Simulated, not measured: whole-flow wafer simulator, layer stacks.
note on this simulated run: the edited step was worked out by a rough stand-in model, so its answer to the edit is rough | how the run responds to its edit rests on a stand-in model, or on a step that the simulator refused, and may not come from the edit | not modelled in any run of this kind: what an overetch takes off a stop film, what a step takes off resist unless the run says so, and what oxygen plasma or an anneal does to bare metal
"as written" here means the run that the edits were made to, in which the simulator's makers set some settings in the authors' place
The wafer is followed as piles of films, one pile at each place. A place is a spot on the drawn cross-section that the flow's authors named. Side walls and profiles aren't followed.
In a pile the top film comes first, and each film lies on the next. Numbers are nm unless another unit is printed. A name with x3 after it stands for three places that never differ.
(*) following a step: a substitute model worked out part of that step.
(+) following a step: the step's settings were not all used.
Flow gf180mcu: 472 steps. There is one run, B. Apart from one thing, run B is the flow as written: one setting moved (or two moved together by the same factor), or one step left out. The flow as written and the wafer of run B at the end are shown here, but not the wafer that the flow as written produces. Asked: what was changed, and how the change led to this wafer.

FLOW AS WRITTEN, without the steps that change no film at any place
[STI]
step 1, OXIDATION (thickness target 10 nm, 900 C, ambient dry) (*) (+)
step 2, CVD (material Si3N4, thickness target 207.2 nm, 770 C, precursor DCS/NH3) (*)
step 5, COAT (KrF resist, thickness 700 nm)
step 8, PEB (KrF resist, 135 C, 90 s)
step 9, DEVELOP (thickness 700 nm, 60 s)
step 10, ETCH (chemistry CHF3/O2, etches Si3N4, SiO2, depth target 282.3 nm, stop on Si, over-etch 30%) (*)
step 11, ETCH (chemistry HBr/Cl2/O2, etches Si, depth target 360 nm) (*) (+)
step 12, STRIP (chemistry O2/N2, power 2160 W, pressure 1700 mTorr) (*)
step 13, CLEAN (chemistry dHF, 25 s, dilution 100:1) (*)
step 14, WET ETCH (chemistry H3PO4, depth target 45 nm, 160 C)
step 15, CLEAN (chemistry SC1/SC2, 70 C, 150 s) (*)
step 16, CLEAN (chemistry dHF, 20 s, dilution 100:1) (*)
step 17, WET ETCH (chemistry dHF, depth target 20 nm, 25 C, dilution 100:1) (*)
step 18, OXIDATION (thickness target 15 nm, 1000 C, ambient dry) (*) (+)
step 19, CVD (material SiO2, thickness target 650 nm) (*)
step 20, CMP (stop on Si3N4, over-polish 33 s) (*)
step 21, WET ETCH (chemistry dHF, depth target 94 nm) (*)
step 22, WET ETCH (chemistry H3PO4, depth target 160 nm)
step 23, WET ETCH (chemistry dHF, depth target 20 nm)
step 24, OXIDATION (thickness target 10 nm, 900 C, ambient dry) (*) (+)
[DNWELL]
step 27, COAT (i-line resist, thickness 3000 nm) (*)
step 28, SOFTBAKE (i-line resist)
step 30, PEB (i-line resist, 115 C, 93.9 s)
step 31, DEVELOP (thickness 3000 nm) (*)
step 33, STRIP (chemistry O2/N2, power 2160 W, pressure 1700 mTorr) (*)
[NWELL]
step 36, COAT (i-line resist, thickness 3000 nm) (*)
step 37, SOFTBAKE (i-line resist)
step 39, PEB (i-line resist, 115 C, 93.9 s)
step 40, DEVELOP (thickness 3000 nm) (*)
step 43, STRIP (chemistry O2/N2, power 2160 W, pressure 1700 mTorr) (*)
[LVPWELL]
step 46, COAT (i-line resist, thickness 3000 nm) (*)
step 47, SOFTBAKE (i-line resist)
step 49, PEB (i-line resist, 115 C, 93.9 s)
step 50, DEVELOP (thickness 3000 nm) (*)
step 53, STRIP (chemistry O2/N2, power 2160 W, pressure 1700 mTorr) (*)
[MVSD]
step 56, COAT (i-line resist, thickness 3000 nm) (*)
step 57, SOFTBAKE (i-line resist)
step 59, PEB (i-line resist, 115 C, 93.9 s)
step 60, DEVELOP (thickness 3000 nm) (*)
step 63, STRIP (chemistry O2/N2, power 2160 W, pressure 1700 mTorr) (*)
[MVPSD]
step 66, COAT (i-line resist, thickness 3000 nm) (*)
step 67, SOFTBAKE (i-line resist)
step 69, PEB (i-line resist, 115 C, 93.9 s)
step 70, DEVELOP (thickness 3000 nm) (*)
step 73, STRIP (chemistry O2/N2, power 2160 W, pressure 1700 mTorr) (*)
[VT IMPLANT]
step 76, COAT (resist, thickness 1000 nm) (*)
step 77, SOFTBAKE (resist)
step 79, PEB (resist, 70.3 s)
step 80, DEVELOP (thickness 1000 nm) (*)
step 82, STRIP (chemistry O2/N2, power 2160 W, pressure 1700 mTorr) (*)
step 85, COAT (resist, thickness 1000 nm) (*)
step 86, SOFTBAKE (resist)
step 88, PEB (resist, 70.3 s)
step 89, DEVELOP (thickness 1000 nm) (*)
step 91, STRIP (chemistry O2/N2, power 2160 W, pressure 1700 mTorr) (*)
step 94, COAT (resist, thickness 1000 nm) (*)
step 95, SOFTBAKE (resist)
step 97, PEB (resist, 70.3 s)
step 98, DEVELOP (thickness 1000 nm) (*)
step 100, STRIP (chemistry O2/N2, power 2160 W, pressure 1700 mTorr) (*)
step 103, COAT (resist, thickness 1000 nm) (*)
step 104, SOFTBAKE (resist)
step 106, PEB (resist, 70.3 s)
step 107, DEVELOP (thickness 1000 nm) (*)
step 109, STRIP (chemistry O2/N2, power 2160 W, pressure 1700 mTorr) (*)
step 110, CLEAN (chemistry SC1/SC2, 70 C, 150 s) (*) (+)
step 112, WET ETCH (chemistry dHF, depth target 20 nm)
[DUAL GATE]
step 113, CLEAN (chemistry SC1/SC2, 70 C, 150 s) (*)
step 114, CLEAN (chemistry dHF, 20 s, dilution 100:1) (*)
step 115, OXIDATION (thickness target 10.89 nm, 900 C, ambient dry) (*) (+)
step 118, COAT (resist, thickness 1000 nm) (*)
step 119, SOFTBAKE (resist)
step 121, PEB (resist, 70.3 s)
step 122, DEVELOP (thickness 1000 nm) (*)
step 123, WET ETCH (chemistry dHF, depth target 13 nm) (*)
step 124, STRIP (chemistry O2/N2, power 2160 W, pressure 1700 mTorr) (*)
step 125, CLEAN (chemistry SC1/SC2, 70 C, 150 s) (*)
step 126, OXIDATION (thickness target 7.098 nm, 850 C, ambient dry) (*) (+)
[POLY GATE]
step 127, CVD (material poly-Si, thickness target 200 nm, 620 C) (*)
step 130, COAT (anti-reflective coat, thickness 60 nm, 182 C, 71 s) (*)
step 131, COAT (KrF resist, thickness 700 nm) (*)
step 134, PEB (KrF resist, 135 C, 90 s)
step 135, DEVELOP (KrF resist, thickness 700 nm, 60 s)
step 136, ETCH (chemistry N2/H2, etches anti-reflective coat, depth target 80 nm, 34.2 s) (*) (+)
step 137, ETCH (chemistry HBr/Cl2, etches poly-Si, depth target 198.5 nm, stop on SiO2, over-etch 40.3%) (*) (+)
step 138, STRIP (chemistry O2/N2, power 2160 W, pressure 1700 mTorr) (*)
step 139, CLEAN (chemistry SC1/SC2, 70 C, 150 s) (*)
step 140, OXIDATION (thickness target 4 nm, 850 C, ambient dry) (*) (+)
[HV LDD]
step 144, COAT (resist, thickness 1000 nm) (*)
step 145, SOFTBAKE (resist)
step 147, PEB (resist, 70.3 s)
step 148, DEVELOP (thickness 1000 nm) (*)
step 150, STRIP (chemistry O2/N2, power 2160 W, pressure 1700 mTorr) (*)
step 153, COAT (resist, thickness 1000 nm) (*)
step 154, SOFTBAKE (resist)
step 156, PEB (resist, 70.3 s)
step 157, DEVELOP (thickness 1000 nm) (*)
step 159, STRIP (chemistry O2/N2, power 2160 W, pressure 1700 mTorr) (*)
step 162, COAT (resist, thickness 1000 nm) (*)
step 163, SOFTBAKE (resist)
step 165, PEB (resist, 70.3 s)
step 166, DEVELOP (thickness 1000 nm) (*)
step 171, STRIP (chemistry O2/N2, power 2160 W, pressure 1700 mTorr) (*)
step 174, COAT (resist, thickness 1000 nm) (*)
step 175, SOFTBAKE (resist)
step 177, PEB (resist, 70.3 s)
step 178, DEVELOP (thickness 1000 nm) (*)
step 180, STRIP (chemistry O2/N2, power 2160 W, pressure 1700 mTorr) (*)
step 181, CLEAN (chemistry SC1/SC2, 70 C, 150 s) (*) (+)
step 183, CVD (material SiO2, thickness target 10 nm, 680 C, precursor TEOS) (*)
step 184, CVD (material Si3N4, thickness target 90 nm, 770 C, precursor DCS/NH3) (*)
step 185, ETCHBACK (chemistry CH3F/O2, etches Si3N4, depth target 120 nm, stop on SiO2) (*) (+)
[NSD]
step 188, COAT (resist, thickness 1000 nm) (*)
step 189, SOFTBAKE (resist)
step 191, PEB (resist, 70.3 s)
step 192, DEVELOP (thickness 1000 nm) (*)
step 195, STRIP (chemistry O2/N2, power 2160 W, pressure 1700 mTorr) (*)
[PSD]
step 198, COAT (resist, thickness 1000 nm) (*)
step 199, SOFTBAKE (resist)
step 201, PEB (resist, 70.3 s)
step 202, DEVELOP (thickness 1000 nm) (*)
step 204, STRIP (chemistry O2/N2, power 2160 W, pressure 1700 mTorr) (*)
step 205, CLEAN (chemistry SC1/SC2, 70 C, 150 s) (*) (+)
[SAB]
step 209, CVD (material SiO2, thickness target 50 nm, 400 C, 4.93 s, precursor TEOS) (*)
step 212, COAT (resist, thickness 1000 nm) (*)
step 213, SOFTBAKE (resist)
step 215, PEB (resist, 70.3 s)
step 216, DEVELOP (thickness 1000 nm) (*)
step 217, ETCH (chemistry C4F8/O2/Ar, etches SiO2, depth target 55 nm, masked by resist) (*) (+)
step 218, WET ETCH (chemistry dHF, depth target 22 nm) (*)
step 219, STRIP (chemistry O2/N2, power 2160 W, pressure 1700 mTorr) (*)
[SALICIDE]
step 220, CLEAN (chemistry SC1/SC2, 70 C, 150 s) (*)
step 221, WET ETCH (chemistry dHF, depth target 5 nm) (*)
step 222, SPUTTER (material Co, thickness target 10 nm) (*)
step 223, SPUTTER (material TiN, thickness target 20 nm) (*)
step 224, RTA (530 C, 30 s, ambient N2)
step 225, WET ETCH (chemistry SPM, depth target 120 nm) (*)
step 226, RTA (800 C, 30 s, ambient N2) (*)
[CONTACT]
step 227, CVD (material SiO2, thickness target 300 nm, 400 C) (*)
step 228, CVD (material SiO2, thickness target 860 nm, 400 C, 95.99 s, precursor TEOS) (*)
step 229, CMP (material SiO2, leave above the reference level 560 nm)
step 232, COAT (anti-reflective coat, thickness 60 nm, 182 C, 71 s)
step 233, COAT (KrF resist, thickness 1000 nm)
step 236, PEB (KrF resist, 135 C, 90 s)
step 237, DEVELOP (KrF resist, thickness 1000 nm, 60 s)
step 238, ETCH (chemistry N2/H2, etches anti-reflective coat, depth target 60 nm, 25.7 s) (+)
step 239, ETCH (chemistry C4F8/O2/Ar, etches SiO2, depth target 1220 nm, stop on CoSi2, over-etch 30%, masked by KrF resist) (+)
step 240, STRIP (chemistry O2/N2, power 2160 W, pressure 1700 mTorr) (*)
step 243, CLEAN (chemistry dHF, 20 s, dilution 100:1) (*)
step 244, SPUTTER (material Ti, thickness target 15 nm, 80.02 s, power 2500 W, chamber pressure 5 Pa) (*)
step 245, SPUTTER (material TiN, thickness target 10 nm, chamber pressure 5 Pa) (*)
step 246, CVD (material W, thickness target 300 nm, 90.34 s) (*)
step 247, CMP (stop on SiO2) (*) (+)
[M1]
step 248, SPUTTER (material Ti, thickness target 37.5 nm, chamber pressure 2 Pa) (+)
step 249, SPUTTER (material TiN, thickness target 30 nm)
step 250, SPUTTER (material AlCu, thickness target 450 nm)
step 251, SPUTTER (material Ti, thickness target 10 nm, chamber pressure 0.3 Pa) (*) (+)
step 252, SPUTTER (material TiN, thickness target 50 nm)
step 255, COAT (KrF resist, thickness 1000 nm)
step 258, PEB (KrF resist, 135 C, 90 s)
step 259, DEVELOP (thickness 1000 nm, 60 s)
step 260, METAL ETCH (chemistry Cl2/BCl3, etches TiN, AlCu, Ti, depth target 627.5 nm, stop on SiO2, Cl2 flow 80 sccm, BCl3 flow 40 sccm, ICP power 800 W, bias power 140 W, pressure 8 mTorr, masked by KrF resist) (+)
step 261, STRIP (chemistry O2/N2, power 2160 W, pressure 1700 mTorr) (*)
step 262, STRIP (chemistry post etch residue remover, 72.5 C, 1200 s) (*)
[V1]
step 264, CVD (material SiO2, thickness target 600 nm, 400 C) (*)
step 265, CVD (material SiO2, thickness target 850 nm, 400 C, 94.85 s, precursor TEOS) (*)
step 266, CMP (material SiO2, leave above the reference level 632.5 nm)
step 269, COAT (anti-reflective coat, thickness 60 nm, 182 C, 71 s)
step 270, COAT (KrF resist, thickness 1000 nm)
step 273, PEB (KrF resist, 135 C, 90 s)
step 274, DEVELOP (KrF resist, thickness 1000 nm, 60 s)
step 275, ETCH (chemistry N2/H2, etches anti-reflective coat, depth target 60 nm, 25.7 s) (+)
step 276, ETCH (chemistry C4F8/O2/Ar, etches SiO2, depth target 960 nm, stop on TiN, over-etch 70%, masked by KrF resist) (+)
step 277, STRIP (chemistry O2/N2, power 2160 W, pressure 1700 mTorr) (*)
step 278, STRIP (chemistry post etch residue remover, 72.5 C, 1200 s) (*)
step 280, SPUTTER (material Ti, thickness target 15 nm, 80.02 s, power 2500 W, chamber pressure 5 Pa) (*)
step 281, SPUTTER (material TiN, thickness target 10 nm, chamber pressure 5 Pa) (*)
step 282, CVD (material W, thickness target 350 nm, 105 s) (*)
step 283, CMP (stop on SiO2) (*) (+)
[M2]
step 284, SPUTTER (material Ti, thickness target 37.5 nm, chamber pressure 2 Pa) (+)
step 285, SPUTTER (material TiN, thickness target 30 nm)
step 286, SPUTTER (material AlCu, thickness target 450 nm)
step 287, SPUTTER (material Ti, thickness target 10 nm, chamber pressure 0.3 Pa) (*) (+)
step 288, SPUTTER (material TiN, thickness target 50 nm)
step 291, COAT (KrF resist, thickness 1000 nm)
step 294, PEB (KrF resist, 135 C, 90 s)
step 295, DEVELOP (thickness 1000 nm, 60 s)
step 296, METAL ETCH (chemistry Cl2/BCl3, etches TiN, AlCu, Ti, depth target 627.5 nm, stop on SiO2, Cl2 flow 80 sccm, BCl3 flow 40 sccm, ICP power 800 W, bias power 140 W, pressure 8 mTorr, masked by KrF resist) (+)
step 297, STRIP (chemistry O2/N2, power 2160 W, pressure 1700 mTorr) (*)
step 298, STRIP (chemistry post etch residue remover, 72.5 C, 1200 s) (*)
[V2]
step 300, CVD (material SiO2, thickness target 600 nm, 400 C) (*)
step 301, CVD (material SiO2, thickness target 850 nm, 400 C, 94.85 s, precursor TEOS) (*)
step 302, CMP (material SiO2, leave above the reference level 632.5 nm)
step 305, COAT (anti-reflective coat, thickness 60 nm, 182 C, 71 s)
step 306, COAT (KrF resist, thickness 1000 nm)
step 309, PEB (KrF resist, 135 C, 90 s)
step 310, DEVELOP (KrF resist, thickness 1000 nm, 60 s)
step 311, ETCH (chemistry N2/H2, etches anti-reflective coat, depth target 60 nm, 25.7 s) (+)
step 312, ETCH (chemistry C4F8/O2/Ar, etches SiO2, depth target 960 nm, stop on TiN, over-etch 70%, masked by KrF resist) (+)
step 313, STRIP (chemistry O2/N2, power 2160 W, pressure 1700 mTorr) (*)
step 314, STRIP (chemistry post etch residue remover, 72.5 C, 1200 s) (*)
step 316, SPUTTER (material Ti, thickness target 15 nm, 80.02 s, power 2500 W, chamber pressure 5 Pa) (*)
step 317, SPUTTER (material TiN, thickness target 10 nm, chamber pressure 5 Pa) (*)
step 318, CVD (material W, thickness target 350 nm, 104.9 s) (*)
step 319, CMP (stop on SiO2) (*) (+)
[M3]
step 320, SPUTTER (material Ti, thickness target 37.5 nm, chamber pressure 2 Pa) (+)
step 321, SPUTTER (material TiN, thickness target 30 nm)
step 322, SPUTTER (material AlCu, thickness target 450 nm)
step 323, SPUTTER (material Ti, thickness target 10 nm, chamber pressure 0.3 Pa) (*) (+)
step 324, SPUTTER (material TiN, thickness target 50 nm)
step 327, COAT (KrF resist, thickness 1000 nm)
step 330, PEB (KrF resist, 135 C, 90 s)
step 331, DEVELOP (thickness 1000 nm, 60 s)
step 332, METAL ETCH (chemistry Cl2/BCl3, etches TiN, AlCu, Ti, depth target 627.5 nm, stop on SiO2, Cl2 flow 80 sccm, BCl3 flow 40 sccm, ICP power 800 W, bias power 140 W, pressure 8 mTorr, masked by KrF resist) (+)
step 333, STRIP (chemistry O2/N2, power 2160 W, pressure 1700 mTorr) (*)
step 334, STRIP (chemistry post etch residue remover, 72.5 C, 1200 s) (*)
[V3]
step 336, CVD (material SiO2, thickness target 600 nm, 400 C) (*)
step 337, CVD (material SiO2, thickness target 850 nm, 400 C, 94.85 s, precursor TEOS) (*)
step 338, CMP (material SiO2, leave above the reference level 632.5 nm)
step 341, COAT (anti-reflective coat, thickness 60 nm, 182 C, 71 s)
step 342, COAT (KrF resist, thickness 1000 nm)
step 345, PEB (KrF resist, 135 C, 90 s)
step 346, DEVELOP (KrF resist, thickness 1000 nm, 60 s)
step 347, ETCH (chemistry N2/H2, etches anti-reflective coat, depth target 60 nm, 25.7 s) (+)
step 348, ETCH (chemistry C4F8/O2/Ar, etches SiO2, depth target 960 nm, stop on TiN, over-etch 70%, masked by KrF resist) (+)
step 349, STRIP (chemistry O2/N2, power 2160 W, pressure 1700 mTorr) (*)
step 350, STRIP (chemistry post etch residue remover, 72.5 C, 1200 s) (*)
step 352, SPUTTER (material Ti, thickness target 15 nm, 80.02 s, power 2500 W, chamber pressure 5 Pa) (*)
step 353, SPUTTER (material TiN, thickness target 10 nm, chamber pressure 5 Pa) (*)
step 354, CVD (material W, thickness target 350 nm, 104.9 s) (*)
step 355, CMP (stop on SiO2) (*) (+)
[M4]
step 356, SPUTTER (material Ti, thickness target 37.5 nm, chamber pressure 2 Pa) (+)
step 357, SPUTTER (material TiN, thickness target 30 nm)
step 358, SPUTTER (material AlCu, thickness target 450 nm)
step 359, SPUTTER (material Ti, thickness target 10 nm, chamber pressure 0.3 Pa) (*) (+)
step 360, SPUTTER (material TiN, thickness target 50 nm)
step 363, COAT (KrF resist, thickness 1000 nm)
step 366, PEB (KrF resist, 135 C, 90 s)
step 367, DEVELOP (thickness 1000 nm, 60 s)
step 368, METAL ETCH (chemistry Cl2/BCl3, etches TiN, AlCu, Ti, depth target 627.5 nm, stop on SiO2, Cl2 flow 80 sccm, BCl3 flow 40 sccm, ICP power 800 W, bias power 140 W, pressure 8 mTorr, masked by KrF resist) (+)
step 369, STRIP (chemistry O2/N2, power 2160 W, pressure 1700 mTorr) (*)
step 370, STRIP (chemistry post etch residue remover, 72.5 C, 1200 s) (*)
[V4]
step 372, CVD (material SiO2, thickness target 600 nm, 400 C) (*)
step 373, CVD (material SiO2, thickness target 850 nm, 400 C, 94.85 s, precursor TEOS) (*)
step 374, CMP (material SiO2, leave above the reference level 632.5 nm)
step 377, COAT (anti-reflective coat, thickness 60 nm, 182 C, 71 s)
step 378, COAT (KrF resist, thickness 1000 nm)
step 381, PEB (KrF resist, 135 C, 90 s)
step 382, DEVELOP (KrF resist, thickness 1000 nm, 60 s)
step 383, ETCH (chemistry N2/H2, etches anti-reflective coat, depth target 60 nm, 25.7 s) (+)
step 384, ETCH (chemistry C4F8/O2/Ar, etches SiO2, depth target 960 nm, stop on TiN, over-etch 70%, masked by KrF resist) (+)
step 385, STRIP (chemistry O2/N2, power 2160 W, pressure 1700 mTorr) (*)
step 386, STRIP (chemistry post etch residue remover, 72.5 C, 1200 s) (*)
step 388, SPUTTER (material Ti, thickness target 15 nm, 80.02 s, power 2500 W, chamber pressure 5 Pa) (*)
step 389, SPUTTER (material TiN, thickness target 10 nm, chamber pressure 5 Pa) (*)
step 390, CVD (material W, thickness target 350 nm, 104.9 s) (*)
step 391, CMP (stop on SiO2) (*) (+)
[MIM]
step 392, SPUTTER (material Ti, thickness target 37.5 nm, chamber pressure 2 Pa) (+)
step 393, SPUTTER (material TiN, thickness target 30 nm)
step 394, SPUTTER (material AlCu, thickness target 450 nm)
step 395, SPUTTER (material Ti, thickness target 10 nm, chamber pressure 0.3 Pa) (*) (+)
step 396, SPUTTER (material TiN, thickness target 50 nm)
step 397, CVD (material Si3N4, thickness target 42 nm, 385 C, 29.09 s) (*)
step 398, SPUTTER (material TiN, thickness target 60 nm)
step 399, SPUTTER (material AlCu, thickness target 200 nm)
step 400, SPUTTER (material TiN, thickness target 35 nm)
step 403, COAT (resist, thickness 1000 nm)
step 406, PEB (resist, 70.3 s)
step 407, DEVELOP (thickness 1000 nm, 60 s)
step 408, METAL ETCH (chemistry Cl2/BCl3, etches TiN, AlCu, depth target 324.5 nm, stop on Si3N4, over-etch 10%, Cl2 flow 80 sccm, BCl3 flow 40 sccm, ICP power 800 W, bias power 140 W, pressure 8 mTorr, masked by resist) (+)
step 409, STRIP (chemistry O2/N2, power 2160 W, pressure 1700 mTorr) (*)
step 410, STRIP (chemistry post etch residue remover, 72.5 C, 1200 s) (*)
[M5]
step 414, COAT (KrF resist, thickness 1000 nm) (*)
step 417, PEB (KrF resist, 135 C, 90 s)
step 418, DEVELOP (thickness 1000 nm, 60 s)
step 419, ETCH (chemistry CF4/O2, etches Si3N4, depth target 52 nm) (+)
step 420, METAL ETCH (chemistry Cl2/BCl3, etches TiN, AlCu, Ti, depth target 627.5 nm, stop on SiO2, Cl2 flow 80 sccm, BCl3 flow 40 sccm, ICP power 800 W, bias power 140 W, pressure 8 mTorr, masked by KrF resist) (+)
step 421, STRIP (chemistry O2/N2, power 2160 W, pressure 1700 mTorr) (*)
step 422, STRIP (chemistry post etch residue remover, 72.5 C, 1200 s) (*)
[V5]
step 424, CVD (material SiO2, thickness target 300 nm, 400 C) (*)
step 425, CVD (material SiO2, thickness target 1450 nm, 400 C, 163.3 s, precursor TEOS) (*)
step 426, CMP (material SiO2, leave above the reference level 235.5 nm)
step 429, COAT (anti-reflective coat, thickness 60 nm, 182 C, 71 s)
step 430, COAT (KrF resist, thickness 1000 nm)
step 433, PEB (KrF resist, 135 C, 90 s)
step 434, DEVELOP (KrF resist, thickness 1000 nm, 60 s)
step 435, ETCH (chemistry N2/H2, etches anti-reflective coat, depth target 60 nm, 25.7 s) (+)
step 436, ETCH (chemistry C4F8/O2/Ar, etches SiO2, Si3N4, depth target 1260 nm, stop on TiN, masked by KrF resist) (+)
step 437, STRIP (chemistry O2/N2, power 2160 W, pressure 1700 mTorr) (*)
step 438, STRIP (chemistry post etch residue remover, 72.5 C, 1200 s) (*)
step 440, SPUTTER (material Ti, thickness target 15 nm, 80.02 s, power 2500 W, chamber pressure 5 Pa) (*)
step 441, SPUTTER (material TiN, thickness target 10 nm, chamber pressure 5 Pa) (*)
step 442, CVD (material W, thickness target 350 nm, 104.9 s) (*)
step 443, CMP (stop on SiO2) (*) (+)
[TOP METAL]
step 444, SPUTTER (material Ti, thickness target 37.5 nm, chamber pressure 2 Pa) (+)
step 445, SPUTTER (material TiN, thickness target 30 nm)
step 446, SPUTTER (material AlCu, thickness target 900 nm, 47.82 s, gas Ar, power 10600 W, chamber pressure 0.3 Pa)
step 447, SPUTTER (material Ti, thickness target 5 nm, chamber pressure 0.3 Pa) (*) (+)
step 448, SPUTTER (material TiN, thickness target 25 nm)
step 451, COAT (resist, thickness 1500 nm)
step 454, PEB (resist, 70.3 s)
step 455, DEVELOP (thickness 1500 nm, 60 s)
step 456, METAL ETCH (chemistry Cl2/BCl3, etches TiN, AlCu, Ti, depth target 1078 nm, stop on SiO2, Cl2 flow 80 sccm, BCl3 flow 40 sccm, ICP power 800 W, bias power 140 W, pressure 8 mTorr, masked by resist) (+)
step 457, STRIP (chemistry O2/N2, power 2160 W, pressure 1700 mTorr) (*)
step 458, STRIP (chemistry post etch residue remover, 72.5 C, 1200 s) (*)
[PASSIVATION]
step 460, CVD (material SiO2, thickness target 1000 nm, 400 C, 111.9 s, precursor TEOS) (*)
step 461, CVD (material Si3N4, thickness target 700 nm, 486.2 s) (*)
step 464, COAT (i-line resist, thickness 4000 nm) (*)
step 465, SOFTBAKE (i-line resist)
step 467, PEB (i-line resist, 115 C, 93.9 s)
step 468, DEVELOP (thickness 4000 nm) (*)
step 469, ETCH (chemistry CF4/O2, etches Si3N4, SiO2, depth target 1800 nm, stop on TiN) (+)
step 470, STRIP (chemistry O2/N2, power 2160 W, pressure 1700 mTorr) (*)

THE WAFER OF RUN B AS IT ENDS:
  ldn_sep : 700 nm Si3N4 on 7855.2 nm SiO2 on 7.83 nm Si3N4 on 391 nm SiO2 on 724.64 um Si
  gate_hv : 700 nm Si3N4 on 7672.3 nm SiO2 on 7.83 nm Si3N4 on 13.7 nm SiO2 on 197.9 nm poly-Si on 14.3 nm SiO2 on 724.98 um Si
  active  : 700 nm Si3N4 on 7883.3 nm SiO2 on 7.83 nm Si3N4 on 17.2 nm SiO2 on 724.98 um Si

What caused this: step 185, ETCHBACK: depth target 78 nm was run, whereas the flow has depth target 120 nm.

The path from the change to this, step by step:
  step 185, ETCHBACK (chemistry CH3F/O2, etches Si3N4, depth target 120 nm, stop on SiO2) (*) (+)
      field, field__w1, field__w2 and 100 more: Si3N4 loses 78 (as written it would have been: Si3N4 loses 90 (all of it), SiO2 loses 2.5)
  step 189, SOFTBAKE (resist)
      field__w9: resist loses 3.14 (as written it would have been: resist gains 6.92)
      nw_enc_fld_lv: resist gains 5.57 (as written it would have been: resist gains 0.86)
  step 199, SOFTBAKE (resist)
      field__w9: resist loses 3.14 (as written it would have been: resist gains 6.92)
      nw_enc_fld_lv: resist gains 5.57 (as written it would have been: resist gains 0.86)
  step 205, CLEAN (chemistry SC1/SC2, 70 C, 150 s) (*) (+)
      field, field__w1, field__w2 and 105 more: Si3N4 loses 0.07 (as written it would have been: SiO2 loses 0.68)
  step 209, CVD (material SiO2, thickness target 50 nm, 400 C, 4.93 s, precursor TEOS) (*)
      field, field__w7, field__w8 and 73 more: SiO2 gains 50 (new film) (as written it would have been: SiO2 gains 50)
      field_sub__w1, field_sub__w3, field_sub__w4, field_sub__w5, ld_drift_n: SiO2 gains 48.8 (new film) (as written it would have been: SiO2 gains 48.9)
      (as well as at 27 more places)
  step 217, ETCH (chemistry C4F8/O2/Ar, etches SiO2, depth target 55 nm, masked by resist) (*) (+)
      field, field__w7, field__w8 and 70 more: SiO2 loses 50 (all of it), Si3N4 loses 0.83 (as written it would have been: SiO2 loses 55)
      field_sub__w1, field_sub__w3, field_sub__w4, field_sub__w5, ld_drift_n: SiO2 loses 48.8 (all of it), Si3N4 loses 1.03 (as written it would have been: SiO2 loses 55)
      (as well as at 21 more places)
  step 218, WET ETCH (chemistry dHF, depth target 22 nm) (*)
      gate, gate_hv, gate_p and 23 more: Si3N4 loses 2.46 (as written it would have been: SiO2 loses 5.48 (all of it))
      field, field__w10, sti and 14 more: Si3N4 loses 2.46 (as written it would have been: SiO2 loses 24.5)
      (as well as at 56 more places)
  step 219, STRIP (chemistry O2/N2, power 2160 W, pressure 1700 mTorr) (*)
      gate, gate_hv, gate_p and 23 more: nothing (as written it would have been: chemical SiO2 gains 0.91 (new film), poly-Si loses 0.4)
      active, p_well, sd_n and 20 more: nothing (as written it would have been: chemical SiO2 gains 0.91 (new film), Si loses 0.4)
  step 220, CLEAN (chemistry SC1/SC2, 70 C, 150 s) (*)
      field, field__w1, field__w2 and 47 more: Si3N4 loses 0.07 (as written it would have been: SiO2 loses 0.68)
  step 221, WET ETCH (chemistry dHF, depth target 5 nm) (*)
      active, p_well, gate and 46 more: Si3N4 loses 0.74 (as written it would have been: chemical SiO2 loses 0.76 (all of it))
      field, field__w1, field__w2 and 23 more: Si3N4 loses 0.74 (as written it would have been: SiO2 loses 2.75)
      (as well as at 24 more places)
  step 224, RTA (530 C, 30 s, ambient N2)
      gate, gate_hv, gate_p and 22 more: nothing (as written it would have been: under 1 film: CoSi gains 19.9 (new film), Co loses 10 (all of it), poly-Si loses 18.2)
      active, p_well, sd_n and 11 more: nothing (as written it would have been: under 1 film: CoSi gains 19.9 (new film), Co loses 10 (all of it), Si loses 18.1)
      (as well as at 10 more places)
  step 225, WET ETCH (chemistry SPM, depth target 120 nm) (*)
      active, p_well, gate and 36 more: TiN loses 20 (all of it), Co loses 10 (all of it) (as written it would have been: TiN loses 20 (all of it))
      sd_p: TiN loses 18.3 (all of it), Co loses 9.25 (all of it) (as written it would have been: TiN loses 17.9 (all of it))
      (as well as at 9 more places)
  step 226, RTA (800 C, 30 s, ambient N2) (*)
      gate, gate_hv, gate_p and 22 more: nothing (as written it would have been: CoSi2 gains 35 (new film), CoSi loses 19.9 (all of it), poly-Si loses 18.2)
      active, p_well, sd_n and 11 more: nothing (as written it would have been: CoSi2 gains 35 (new film), CoSi loses 19.9 (all of it), Si loses 18.1)
      (as well as at 10 more places)
  step 227, CVD (material SiO2, thickness target 300 nm, 400 C) (*)
      field, field__w1, field__w2 and 47 more: SiO2 gains 300 (new film) (as written it would have been: SiO2 gains 300)
  step 228, CVD (material SiO2, thickness target 860 nm, 400 C, 95.99 s, precursor TEOS) (*)
      ld_drift_p: SiO2 gains 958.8 (as written it would have been: SiO2 gains 979.4)
  step 229, CMP (material SiO2, leave above the reference level 560 nm)
      ldn_sep__w1, ldn_sep__w2, ldn_dft and 8 more: SiO2 loses 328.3 (as written it would have been: SiO2 loses 311)
      sti, mim_1p0, pad, dice_street, iso_nw_fld, iso_fld_sub: SiO2 loses 314 (as written it would have been: SiO2 loses 296.8)
      (as well as at 57 more places)
  ... 4 further steps ...
  step 471, ANNEAL (400 C, 1800 s, ambient N2/H2)
      polyc_n, polyc_p: under 9 films: void gains 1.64 (new film), Ti loses 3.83, TiSi first gains 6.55 (new film), poly-Si loses 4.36 (as written it would have been: nothing)
      contact: under 49 films: void gains 1.62 (new film), Ti loses 3.83, TiSi first gains 6.55 (new film), Si loses 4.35 (as written it would have been: nothing)
If metal films that touch count as one body, gate_hv has 0 bodies; the flow as written gives 1 body.
If metal films that touch count as one body, active has 0 bodies; the flow as written gives 1 body.
